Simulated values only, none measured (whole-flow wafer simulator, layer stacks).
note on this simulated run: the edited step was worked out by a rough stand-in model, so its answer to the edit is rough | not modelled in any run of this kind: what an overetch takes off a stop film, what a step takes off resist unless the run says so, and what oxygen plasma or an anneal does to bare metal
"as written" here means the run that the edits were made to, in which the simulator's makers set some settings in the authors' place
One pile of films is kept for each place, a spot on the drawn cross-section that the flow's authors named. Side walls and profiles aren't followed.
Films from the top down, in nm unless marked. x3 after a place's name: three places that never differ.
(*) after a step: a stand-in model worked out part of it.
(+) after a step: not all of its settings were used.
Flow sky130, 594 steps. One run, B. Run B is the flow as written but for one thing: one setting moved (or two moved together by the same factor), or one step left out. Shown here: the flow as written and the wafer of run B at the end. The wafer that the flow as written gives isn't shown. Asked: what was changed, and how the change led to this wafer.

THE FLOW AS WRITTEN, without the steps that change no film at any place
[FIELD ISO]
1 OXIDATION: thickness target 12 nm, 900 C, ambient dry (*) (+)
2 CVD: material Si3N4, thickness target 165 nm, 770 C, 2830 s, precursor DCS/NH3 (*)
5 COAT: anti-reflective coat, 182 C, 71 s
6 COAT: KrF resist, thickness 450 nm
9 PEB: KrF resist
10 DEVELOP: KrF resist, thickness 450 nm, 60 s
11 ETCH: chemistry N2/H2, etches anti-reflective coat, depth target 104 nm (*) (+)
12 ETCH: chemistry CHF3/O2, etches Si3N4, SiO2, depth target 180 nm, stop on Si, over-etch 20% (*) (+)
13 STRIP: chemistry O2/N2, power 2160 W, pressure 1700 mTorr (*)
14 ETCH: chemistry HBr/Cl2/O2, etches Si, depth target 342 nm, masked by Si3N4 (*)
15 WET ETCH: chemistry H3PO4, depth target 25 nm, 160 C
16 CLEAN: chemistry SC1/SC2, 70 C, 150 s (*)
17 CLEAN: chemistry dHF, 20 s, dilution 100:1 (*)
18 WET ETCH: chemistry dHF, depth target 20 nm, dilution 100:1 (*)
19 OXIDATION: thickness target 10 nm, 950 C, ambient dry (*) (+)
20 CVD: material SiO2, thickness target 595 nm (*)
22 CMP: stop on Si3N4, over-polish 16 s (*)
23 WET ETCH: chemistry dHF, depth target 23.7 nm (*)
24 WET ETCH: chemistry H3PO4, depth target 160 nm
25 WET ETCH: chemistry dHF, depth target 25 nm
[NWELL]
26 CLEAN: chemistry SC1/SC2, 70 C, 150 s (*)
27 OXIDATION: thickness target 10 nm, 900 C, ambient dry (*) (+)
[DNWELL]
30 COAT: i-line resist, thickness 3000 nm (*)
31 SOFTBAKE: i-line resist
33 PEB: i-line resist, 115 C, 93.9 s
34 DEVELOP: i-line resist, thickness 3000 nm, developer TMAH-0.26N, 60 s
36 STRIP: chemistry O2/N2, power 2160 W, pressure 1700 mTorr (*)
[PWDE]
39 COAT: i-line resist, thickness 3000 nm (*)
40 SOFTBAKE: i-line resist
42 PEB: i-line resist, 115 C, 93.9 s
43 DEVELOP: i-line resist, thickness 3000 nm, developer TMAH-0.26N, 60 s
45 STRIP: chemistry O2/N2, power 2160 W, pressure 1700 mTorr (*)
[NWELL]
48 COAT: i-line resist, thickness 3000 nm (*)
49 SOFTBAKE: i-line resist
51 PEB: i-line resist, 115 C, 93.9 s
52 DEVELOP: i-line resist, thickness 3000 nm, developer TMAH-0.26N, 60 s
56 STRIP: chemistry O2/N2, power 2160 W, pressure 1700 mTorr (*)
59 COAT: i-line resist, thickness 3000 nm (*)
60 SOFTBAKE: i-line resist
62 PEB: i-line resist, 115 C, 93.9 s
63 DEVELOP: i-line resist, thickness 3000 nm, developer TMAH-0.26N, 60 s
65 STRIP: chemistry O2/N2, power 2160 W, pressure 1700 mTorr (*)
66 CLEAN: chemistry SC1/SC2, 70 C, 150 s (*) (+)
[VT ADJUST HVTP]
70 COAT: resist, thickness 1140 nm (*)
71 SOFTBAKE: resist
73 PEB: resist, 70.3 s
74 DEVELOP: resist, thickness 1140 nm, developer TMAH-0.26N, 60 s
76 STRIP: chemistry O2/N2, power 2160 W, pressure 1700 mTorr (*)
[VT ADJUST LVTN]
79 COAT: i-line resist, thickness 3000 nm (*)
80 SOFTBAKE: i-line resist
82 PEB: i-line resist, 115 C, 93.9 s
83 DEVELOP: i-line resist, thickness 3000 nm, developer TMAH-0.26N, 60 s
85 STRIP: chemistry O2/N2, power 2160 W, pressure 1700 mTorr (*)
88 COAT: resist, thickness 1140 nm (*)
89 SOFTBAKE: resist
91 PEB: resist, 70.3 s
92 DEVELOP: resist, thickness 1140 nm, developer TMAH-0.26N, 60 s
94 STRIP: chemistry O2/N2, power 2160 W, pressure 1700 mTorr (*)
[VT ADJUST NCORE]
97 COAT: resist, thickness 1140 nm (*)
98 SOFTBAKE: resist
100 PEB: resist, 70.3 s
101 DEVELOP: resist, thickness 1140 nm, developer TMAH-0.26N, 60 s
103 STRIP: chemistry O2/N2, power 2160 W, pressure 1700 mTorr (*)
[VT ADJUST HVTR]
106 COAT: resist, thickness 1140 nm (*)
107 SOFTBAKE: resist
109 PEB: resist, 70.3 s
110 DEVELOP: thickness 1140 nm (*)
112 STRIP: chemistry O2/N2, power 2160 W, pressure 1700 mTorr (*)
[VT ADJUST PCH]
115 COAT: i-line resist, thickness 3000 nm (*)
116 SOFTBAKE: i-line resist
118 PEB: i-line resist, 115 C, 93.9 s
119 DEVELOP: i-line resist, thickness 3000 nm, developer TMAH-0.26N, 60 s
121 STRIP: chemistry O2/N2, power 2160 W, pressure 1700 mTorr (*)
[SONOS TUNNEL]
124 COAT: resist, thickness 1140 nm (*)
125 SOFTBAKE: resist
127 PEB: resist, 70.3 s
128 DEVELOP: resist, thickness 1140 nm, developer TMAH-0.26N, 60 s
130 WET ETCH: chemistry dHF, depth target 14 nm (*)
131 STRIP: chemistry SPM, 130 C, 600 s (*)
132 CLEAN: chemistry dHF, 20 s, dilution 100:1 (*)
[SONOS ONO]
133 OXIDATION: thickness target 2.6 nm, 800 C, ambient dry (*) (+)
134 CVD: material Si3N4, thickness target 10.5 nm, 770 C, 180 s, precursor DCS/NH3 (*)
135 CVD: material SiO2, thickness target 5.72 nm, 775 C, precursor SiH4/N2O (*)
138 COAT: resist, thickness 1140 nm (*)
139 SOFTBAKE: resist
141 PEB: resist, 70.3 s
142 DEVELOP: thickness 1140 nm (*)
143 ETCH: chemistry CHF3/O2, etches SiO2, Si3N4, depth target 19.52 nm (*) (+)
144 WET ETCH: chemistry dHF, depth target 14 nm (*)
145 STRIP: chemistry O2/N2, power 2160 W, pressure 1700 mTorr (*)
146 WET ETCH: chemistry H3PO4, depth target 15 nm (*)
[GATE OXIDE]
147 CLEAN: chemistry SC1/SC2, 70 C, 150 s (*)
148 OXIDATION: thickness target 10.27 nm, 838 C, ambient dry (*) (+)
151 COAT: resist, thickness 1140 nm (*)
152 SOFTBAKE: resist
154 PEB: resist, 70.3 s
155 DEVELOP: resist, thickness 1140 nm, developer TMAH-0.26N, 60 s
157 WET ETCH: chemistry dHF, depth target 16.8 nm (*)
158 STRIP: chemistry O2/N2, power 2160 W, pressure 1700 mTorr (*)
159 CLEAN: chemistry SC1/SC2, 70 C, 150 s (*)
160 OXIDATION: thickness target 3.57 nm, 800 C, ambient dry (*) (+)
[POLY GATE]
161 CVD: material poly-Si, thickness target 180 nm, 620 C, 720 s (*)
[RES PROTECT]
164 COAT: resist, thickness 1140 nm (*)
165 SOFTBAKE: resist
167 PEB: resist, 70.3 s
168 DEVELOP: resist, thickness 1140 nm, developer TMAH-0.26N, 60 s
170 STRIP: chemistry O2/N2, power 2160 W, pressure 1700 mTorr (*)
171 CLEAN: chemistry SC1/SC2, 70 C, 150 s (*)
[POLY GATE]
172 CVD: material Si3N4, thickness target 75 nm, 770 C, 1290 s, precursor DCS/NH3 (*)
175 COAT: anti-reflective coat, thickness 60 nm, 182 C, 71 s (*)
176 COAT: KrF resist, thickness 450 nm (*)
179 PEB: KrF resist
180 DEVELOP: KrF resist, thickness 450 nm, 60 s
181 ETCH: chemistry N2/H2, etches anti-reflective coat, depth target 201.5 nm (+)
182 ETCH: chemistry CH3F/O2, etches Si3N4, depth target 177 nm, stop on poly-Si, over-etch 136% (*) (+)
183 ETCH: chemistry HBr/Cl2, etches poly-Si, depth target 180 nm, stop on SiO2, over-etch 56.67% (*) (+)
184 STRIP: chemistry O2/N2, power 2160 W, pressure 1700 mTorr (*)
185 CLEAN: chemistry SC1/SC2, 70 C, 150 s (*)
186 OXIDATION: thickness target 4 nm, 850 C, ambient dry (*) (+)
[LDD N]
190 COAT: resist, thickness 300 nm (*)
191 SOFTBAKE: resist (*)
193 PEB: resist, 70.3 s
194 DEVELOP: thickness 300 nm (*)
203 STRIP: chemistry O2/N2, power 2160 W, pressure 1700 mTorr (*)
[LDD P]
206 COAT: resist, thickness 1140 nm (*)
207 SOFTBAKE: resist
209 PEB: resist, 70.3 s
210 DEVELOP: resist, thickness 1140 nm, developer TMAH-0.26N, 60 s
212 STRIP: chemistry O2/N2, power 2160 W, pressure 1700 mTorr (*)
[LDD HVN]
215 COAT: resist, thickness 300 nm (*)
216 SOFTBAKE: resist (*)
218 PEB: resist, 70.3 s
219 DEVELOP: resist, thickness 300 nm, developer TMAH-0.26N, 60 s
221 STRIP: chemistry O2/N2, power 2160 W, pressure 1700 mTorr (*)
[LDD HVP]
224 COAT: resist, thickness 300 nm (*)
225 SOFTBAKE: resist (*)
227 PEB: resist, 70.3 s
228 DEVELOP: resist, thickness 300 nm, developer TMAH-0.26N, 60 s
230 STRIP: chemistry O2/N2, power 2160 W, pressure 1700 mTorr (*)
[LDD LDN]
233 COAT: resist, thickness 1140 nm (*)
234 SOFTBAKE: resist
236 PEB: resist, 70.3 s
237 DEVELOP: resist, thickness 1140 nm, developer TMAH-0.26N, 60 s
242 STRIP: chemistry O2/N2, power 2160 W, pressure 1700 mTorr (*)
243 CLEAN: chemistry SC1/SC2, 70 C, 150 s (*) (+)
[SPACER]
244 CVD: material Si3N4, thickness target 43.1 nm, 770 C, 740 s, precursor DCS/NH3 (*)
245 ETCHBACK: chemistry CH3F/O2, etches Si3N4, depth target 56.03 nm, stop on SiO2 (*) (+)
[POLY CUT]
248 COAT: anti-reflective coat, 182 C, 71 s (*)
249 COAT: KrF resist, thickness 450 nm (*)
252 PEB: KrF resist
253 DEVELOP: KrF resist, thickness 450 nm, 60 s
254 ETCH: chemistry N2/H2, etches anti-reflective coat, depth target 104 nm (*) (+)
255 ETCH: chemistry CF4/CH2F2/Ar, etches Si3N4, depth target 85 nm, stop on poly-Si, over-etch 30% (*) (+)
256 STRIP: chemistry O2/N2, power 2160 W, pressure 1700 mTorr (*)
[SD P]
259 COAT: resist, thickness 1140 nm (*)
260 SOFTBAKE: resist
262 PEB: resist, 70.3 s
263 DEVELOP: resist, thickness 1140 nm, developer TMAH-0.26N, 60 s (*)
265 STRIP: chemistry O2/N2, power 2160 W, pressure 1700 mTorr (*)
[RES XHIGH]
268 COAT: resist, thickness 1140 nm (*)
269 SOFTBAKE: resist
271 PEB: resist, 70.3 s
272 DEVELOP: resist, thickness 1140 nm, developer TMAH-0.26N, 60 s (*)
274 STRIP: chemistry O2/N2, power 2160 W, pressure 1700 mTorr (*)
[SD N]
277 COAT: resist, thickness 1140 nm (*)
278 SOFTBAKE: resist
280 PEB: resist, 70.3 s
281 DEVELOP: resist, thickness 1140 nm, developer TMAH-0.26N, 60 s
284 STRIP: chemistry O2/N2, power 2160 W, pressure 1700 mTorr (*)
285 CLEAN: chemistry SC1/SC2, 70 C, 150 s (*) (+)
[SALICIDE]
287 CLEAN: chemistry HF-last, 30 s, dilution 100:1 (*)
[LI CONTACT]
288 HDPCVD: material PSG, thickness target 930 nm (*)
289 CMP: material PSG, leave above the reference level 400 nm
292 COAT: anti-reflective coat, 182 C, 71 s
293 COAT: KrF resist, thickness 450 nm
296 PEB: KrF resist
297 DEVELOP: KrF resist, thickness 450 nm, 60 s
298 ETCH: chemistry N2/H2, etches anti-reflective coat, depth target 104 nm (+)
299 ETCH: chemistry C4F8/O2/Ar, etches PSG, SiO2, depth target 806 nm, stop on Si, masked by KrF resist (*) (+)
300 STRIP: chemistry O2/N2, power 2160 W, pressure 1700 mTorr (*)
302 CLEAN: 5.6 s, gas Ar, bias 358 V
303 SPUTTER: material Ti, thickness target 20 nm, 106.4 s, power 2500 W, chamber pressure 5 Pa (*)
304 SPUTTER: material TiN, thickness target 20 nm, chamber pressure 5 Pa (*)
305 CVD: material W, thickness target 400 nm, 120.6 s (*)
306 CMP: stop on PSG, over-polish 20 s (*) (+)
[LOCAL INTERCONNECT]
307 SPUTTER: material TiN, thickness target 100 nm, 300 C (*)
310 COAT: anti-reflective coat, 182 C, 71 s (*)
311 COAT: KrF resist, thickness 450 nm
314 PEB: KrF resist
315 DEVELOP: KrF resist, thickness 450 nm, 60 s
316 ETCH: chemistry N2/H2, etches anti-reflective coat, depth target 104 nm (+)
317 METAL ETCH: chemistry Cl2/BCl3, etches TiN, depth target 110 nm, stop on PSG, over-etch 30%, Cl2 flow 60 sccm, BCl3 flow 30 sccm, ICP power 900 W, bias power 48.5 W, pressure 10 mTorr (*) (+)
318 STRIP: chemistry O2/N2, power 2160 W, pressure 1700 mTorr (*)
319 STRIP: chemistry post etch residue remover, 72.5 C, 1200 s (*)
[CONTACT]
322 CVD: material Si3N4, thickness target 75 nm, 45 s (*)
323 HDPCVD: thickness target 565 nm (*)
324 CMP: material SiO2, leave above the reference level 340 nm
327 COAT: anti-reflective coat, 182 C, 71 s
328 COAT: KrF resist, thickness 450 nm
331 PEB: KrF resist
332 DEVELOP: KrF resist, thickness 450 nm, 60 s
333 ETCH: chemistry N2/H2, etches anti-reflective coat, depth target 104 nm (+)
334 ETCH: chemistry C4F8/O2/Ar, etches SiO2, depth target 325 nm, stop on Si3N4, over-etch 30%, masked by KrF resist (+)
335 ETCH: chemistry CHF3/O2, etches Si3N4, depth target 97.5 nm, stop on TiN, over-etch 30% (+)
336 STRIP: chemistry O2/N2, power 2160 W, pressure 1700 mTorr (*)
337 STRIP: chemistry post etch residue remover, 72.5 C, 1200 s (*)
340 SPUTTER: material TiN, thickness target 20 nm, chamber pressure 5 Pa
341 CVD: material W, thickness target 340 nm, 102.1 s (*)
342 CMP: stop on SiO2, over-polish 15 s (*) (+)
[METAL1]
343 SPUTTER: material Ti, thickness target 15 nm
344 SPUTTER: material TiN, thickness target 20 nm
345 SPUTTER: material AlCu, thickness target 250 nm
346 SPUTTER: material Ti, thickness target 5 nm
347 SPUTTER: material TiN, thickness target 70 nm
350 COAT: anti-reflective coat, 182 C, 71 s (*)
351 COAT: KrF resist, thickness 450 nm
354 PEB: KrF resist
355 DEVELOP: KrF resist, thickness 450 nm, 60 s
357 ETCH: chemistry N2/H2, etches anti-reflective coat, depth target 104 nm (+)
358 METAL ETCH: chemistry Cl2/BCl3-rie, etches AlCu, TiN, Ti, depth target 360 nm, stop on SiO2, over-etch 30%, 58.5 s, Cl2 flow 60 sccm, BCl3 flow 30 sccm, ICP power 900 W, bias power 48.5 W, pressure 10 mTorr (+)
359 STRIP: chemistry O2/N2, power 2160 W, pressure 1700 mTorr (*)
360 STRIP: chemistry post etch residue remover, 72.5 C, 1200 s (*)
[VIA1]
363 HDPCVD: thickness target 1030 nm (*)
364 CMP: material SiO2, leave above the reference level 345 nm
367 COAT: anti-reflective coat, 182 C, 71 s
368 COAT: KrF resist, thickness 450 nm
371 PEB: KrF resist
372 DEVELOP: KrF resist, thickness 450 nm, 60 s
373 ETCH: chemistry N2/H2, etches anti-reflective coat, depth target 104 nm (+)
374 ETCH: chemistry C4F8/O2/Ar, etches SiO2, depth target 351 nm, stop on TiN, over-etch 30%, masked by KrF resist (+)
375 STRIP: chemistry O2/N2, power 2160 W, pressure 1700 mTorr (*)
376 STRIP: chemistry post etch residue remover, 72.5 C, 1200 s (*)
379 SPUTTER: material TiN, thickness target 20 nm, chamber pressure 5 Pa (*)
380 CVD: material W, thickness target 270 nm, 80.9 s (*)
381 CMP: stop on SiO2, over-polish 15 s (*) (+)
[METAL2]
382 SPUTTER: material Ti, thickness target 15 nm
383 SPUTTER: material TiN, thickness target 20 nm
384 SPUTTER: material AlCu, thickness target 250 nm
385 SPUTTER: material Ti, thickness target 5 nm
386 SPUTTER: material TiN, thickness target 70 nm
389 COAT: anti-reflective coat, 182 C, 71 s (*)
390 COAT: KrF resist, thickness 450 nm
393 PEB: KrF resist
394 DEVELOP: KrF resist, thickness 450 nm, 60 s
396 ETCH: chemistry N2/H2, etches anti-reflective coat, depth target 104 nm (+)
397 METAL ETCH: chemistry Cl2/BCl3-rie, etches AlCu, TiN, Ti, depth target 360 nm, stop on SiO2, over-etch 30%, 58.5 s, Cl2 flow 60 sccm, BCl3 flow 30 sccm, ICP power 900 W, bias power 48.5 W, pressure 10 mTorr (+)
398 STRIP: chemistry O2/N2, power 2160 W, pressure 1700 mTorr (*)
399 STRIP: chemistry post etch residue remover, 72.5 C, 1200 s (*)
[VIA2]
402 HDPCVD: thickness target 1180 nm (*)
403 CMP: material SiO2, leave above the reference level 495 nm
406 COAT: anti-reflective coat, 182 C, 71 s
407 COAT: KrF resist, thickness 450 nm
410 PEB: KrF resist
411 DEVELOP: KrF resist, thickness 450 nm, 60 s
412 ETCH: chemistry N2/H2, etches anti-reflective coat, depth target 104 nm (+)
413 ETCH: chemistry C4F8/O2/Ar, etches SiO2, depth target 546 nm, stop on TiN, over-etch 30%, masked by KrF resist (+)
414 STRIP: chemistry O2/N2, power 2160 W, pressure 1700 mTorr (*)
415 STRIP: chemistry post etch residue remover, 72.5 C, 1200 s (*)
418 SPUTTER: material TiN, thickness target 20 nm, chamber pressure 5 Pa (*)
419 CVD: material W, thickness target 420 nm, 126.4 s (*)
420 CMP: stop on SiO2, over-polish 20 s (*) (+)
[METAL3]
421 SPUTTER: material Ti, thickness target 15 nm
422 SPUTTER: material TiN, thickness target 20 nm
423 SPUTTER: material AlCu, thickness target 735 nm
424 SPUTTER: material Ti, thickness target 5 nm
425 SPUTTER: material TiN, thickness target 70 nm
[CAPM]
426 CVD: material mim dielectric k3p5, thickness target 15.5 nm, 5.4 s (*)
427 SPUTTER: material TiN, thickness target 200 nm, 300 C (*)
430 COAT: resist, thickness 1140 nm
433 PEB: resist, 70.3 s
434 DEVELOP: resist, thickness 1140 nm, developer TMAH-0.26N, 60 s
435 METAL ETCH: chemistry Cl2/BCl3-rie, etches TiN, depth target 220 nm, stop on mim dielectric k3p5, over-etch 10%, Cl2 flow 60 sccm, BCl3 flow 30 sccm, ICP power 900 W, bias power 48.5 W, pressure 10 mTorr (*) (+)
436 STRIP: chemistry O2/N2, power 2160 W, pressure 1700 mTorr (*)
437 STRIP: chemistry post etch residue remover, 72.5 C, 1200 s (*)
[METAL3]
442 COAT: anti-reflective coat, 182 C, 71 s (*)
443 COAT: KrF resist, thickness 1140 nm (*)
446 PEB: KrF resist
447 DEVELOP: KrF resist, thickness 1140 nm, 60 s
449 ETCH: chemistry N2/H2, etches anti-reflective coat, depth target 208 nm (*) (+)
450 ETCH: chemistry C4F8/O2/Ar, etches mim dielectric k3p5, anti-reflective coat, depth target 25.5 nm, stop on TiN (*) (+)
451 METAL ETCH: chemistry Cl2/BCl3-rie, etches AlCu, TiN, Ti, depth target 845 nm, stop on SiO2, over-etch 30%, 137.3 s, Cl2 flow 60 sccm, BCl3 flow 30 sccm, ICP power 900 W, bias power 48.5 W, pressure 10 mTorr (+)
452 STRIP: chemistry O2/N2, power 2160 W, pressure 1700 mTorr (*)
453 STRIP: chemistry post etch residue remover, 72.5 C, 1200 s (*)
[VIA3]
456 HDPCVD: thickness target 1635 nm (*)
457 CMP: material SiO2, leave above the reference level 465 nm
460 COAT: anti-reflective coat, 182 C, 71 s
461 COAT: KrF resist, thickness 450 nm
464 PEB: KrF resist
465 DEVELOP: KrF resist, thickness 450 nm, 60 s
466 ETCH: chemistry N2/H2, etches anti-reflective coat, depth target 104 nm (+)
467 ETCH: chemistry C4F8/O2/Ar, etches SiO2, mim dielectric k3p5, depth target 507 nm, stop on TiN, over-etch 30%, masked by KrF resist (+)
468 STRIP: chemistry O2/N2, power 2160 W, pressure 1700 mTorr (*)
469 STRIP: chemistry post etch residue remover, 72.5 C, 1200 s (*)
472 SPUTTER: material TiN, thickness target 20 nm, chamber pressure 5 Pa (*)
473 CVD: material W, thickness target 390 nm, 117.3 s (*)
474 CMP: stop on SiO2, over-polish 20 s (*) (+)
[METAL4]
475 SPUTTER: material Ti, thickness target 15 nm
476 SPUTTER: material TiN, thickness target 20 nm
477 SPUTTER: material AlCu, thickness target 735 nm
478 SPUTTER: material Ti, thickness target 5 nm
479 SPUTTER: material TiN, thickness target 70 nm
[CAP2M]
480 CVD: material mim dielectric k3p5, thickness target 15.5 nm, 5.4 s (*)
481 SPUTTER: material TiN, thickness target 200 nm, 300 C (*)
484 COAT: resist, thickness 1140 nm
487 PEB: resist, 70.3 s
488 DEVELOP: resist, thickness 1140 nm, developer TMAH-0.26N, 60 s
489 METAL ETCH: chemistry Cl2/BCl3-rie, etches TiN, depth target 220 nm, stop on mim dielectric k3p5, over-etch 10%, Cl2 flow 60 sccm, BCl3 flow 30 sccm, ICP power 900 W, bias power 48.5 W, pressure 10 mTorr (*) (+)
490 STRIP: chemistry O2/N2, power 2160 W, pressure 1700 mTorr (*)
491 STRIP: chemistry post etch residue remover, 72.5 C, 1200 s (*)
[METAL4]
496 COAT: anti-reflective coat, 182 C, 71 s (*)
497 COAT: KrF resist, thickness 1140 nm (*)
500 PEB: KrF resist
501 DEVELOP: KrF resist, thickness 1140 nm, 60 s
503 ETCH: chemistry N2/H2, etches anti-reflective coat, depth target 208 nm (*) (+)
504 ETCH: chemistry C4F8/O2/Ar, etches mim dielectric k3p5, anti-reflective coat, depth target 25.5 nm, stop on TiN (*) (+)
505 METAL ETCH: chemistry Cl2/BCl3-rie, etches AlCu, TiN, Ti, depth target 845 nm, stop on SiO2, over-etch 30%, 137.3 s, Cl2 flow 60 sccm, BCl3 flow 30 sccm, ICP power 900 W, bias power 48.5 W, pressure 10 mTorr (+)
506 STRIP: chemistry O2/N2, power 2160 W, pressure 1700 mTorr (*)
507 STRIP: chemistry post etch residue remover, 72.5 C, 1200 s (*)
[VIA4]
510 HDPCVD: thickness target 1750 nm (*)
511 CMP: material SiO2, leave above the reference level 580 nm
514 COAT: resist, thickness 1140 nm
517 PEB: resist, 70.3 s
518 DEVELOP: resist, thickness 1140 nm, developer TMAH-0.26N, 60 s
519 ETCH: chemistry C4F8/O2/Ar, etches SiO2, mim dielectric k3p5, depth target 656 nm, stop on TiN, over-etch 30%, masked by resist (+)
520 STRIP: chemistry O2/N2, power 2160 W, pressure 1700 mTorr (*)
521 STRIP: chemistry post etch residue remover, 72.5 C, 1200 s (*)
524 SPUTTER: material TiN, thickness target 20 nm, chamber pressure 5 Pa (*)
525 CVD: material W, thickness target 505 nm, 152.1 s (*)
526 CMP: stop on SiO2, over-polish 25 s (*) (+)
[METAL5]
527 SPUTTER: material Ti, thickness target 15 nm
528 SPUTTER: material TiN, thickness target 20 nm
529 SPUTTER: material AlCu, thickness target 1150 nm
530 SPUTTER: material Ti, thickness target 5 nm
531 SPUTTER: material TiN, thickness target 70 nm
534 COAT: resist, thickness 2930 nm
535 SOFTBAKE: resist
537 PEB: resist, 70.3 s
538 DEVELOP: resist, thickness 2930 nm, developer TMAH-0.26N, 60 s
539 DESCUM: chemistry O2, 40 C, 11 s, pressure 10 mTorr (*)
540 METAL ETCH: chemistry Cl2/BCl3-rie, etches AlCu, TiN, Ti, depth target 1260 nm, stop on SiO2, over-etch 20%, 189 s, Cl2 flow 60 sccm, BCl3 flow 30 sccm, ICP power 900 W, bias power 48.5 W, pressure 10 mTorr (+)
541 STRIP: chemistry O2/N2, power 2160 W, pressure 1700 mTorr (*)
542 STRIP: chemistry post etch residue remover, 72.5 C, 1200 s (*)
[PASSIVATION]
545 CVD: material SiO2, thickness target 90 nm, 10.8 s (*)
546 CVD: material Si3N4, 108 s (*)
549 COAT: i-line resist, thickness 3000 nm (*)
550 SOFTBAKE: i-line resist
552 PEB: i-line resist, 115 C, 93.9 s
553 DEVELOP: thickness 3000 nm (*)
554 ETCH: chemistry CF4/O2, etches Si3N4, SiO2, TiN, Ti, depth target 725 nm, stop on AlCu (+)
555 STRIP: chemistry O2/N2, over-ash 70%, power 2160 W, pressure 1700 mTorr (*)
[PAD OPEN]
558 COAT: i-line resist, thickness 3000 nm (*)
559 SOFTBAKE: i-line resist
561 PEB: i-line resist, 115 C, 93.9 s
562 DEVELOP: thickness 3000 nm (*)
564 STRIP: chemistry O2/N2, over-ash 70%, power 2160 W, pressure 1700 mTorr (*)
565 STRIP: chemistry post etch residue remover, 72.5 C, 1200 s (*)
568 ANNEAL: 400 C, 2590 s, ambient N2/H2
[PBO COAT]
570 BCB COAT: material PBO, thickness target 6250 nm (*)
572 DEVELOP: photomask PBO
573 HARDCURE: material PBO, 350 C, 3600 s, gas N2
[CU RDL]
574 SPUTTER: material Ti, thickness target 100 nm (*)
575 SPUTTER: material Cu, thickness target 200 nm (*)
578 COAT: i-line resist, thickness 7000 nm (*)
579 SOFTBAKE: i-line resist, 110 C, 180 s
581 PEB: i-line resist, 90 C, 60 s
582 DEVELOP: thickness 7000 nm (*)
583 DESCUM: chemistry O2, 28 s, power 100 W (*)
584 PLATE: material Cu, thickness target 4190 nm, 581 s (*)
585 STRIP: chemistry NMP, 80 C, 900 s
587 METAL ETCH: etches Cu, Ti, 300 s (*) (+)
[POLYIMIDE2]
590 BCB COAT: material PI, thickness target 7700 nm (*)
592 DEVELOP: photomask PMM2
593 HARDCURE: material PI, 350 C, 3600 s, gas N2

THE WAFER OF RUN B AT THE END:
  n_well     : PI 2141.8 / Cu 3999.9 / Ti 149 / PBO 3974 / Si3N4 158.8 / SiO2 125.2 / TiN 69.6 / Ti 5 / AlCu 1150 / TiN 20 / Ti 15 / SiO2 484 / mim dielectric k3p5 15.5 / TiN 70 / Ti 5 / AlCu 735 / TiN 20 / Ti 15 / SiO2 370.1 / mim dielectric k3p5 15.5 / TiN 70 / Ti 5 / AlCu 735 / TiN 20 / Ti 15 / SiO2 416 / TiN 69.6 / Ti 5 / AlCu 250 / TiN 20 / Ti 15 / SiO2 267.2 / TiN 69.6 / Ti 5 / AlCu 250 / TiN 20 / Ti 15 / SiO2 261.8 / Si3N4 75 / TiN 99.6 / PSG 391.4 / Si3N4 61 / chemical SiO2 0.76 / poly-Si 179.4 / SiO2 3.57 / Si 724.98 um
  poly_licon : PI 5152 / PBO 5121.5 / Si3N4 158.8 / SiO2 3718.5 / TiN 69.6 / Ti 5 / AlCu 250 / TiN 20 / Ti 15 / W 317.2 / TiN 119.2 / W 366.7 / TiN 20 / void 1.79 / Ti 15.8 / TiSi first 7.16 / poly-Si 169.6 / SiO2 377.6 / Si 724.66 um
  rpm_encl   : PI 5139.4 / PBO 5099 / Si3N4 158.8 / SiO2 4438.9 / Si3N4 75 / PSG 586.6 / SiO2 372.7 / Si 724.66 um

The cause: step 574, SPUTTER: thickness target 149 nm was run, where the flow has thickness target 100 nm.
It can be read off the wafer: n_well has Ti 149, and step 574 as written asks for 100 nm.

How the change led to this, step by step:
  574 SPUTTER: material Ti, thickness target 100 nm (*)
      field, active, n_well and 190 more: Ti +149 (new film) (as written it would be: Ti +100 (new film))
  587 METAL ETCH: etches Cu, Ti, 300 s (*) (+)
      field, active, gate and 167 more: Cu -200 (all of it), Ti -149 (all of it) (as written it would be: Cu -200 (all of it), Ti -100 (all of it))
  590 BCB COAT: material PI, thickness target 7700 nm (*)
      de16_gate_nw: PI +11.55 um (new film) (as written it would be: PI +11.5 um (new film))
